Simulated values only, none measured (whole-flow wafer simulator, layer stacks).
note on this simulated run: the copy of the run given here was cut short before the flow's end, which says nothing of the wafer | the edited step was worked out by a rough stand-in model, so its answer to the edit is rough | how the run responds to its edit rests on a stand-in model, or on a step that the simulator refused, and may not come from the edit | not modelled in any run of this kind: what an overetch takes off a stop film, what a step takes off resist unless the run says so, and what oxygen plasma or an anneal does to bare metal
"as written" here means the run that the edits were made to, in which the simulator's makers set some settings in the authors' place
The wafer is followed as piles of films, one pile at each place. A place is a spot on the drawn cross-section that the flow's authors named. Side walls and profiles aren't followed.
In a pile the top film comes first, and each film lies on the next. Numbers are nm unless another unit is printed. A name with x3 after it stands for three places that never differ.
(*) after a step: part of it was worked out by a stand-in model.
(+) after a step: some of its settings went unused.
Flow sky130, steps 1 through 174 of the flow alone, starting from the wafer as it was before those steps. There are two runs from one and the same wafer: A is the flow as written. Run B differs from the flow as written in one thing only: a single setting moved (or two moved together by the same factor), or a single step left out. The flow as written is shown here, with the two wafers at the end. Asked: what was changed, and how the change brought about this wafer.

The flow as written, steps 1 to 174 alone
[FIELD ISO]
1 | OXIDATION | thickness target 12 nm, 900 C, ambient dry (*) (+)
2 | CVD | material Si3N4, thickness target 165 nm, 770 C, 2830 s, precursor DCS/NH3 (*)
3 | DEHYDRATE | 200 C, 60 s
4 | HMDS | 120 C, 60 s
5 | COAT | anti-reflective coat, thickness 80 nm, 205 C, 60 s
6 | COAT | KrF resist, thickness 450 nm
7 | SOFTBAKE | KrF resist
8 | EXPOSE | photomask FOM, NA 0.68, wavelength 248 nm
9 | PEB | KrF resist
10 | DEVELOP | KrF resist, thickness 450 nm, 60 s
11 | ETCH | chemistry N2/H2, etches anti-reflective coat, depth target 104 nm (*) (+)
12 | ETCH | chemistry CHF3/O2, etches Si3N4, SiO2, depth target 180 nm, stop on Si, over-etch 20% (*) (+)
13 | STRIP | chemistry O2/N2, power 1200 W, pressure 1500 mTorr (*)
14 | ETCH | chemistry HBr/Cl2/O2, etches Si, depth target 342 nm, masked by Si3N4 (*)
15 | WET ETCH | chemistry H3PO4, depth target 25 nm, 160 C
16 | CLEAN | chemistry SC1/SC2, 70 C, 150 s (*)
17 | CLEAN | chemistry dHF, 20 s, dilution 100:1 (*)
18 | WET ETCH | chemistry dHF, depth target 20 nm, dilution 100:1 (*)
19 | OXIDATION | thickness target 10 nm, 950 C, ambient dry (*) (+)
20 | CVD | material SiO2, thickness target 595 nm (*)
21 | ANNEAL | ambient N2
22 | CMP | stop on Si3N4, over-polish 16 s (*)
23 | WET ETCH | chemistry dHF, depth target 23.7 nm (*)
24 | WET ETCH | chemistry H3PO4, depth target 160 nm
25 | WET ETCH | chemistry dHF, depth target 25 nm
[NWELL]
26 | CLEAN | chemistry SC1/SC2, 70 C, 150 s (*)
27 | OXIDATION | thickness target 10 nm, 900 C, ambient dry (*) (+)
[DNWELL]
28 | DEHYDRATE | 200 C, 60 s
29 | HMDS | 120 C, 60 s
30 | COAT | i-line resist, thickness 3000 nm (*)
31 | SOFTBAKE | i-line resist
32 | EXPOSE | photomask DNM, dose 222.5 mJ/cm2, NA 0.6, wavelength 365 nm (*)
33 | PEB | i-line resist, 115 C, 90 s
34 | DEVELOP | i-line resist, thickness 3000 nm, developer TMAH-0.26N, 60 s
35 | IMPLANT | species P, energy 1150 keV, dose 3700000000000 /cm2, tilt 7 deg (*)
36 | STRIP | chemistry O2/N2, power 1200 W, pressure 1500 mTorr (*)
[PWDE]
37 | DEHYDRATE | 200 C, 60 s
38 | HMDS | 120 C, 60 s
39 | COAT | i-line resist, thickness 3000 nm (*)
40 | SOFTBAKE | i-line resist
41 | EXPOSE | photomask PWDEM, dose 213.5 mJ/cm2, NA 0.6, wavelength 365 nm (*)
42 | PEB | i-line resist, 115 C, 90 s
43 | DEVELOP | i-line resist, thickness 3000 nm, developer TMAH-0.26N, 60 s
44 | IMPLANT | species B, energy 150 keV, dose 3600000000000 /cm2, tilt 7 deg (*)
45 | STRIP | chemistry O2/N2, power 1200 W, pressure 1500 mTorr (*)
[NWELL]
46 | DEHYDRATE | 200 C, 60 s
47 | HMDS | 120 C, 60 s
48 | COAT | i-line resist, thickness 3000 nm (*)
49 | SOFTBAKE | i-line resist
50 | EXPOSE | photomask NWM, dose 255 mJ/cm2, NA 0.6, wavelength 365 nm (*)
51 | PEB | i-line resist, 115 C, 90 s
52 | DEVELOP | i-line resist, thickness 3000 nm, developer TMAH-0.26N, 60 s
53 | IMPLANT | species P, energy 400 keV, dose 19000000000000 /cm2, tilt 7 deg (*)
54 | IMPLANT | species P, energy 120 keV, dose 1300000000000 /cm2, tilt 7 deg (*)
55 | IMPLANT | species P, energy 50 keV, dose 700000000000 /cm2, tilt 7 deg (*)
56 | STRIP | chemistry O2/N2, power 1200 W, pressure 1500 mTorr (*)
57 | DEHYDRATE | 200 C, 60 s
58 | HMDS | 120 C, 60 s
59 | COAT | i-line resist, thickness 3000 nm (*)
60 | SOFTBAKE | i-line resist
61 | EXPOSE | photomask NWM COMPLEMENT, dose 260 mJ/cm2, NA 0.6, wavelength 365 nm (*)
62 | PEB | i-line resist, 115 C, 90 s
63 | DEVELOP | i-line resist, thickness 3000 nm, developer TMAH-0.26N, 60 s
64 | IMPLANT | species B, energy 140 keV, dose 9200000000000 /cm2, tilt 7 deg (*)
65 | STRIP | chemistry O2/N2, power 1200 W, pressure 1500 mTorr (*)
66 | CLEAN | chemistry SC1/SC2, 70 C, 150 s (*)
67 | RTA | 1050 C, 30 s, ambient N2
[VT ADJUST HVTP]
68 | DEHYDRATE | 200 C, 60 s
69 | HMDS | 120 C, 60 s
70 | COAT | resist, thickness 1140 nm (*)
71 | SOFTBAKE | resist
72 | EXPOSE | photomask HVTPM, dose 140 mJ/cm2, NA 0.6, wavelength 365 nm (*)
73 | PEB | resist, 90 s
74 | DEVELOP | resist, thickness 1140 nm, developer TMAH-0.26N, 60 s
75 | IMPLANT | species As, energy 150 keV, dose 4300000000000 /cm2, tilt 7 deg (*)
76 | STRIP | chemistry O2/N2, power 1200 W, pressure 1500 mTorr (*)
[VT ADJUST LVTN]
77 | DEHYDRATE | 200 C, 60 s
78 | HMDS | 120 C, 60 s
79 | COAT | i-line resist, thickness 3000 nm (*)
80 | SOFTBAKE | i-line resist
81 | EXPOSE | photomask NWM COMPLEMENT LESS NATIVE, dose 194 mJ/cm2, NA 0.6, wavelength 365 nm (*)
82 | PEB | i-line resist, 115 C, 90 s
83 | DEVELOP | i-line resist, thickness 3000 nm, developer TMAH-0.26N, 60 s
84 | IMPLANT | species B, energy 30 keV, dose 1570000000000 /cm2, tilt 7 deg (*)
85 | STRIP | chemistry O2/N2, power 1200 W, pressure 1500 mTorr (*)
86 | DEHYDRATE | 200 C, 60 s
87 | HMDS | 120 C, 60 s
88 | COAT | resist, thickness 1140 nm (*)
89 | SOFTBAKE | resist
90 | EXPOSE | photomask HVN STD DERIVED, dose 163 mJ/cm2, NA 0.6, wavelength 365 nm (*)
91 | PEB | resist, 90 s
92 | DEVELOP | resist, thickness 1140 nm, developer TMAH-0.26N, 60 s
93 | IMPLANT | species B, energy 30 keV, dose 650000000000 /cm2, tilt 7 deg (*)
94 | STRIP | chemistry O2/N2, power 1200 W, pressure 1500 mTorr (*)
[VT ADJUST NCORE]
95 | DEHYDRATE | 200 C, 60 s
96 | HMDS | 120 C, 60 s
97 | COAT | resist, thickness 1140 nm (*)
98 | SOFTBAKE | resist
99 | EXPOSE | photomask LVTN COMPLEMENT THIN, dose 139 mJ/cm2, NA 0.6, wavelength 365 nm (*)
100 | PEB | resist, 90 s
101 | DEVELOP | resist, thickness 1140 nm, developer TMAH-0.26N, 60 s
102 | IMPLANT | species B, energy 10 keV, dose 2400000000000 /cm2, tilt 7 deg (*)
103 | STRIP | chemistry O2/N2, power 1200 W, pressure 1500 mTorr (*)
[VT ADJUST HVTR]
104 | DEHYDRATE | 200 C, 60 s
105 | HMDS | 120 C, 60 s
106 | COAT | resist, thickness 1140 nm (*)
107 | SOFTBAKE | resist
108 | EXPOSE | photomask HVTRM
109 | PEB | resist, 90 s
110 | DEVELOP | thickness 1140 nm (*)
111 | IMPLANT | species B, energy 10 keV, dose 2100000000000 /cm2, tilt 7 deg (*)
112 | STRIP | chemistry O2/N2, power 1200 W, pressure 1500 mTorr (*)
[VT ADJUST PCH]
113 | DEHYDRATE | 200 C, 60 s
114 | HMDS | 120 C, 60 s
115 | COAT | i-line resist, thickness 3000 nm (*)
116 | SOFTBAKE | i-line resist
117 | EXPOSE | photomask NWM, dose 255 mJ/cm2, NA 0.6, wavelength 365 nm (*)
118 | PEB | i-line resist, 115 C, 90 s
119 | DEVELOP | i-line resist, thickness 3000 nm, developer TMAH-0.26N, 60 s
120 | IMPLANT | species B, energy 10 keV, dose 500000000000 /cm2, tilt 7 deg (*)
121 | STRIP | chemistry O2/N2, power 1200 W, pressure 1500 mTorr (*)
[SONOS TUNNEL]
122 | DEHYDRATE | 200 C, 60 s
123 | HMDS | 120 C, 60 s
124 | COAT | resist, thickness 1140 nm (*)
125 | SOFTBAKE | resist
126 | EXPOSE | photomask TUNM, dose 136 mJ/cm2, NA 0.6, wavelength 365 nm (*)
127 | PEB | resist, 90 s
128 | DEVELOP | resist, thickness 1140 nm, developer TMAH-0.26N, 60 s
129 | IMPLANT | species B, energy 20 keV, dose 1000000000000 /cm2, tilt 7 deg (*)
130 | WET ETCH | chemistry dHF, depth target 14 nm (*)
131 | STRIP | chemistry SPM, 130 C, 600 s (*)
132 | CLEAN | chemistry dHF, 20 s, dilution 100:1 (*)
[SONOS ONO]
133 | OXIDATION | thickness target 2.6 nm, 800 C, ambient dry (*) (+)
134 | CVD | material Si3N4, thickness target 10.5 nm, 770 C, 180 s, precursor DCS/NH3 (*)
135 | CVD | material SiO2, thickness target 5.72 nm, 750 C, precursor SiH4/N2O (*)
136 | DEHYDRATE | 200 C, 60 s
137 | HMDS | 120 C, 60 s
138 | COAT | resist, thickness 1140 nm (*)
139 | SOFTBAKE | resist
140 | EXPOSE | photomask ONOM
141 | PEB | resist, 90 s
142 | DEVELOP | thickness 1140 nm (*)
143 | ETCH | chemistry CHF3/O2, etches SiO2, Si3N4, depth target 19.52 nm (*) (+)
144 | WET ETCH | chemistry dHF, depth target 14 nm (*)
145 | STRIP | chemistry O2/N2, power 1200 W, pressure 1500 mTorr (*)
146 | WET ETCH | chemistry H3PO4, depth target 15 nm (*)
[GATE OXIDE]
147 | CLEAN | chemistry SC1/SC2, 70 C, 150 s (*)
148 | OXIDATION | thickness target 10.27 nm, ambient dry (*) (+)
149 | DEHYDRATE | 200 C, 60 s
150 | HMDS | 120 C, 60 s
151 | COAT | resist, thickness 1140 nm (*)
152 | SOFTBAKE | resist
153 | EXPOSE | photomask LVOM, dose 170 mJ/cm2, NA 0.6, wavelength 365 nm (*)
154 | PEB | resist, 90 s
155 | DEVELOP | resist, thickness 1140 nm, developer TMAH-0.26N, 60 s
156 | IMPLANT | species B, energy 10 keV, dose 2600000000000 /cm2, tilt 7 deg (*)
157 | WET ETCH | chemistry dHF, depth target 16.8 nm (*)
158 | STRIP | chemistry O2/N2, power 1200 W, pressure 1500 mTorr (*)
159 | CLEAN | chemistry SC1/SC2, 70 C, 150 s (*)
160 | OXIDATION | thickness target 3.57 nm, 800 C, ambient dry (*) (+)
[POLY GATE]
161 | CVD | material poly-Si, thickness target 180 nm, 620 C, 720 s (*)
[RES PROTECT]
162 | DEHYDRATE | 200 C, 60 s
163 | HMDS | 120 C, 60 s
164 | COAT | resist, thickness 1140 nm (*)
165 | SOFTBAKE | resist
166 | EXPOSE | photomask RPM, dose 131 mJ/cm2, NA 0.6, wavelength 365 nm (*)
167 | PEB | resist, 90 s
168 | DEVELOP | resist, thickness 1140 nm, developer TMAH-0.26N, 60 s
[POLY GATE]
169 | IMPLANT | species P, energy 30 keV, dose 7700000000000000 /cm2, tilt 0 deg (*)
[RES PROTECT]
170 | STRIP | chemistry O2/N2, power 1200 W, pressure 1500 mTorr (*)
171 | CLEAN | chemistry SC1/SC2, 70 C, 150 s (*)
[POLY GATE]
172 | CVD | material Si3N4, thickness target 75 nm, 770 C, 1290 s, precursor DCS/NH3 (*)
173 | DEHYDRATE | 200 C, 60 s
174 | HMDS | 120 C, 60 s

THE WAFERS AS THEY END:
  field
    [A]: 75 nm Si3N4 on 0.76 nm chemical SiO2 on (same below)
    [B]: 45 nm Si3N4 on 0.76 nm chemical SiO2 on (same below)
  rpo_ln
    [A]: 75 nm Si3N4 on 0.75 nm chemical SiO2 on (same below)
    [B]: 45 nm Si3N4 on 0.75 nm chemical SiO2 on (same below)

Cause: step 172, CVD: 774 s was run, while the flow as written has 1290 s.

How this came from the change, step by step:
  172 | CVD | material Si3N4, thickness target 75 nm, 770 C, 1290 s, precursor DCS/NH3 (*)
      field, active, n_well and 187 more: A +75 Si3N4 (new film) | B +45 Si3N4 (new film)
